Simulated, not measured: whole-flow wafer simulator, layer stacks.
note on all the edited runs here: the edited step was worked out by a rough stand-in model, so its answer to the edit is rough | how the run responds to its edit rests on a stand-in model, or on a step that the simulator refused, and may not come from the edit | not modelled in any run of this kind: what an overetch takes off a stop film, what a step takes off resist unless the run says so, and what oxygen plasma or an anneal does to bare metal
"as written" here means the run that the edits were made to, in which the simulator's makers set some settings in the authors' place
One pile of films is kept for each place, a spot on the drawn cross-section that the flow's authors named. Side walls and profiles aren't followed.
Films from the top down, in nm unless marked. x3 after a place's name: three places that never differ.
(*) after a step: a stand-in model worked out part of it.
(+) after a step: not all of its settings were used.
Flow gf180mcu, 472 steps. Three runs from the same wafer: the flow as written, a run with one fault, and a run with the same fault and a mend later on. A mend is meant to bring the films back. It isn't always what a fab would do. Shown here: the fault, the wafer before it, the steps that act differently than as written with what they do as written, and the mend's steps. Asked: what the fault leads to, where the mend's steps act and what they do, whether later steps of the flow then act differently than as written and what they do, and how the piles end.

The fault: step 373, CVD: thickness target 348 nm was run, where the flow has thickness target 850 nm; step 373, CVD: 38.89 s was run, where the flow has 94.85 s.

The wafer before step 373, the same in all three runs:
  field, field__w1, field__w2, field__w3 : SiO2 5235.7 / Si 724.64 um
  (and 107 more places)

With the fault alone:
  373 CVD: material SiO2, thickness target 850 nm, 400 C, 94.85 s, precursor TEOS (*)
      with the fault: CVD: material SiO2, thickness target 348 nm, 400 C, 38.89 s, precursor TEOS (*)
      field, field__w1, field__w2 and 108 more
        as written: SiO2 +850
        with the fault: SiO2 +359
  Later steps of the flow that act differently than as written (2 more steps differ only slightly, by at most 2% or 0.5 nm, whichever is larger, and aren't shown):
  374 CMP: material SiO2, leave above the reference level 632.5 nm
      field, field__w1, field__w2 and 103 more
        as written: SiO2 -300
        with the fault: nothing
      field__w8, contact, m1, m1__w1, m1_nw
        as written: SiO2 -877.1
        with the fault: SiO2 -386.1
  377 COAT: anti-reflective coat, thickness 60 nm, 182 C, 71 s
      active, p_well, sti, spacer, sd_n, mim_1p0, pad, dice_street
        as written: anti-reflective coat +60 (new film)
        with the fault: anti-reflective coat +61.3 (new film)
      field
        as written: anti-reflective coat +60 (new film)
        with the fault: anti-reflective coat +148.3 (new film)
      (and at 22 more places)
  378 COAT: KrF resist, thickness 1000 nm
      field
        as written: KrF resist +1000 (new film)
        with the fault: KrF resist +961.9 (new film)
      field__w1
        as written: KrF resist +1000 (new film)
        with the fault: KrF resist +971.6 (new film)
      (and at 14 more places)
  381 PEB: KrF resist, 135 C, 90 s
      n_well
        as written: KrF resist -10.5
        with the fault: KrF resist -9.54
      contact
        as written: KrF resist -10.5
        with the fault: KrF resist -8.91
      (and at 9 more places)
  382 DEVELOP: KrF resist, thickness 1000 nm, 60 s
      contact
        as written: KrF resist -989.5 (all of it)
        with the fault: KrF resist -887.2 (all of it)
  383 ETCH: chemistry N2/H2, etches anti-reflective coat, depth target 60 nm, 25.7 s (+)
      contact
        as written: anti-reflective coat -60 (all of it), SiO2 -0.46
        with the fault: anti-reflective coat -18.7 (all of it), SiO2 -1.52
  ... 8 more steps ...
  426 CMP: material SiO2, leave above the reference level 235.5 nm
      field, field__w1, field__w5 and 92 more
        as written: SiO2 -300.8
        with the fault: SiO2 -288.4
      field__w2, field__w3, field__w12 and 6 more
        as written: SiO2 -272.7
        with the fault: SiO2 -259.7
  At the end the piles differ from the flow's by more than 2% or 0.5 nm, whichever is larger, at field, field__w1, field__w2 and 109 more.
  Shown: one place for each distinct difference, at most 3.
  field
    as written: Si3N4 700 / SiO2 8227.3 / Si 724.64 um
    with the fault: Si3N4 700 / SiO2 2457.8 / W 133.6 / TiN 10 / Ti 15 / SiO2 5594.7 / Si 724.64 um
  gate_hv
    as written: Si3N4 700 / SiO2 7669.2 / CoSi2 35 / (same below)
    with the fault: Si3N4 700 / SiO2 2457.8 / W 133.6 / TiN 10 / Ti 15 / SiO2 5036.6 / CoSi2 35 / (same below)
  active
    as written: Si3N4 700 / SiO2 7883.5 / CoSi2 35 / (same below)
    with the fault: Si3N4 700 / SiO2 2457.8 / W 133.6 / TiN 10 / Ti 15 / SiO2 5250.9 / CoSi2 35 / (same below)

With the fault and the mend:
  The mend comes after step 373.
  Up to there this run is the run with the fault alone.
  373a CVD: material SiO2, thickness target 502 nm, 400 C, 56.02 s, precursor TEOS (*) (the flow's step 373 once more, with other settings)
      field, field__w1, field__w2 and 108 more
        SiO2 +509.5
  Later steps of the flow that act differently than as written:
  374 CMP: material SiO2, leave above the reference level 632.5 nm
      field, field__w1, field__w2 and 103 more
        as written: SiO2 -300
        with the mend: SiO2 -318.5
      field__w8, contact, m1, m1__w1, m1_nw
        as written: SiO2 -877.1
        with the mend: SiO2 -895.6
  At the end the piles are the same as the flow's at every place that both follow.
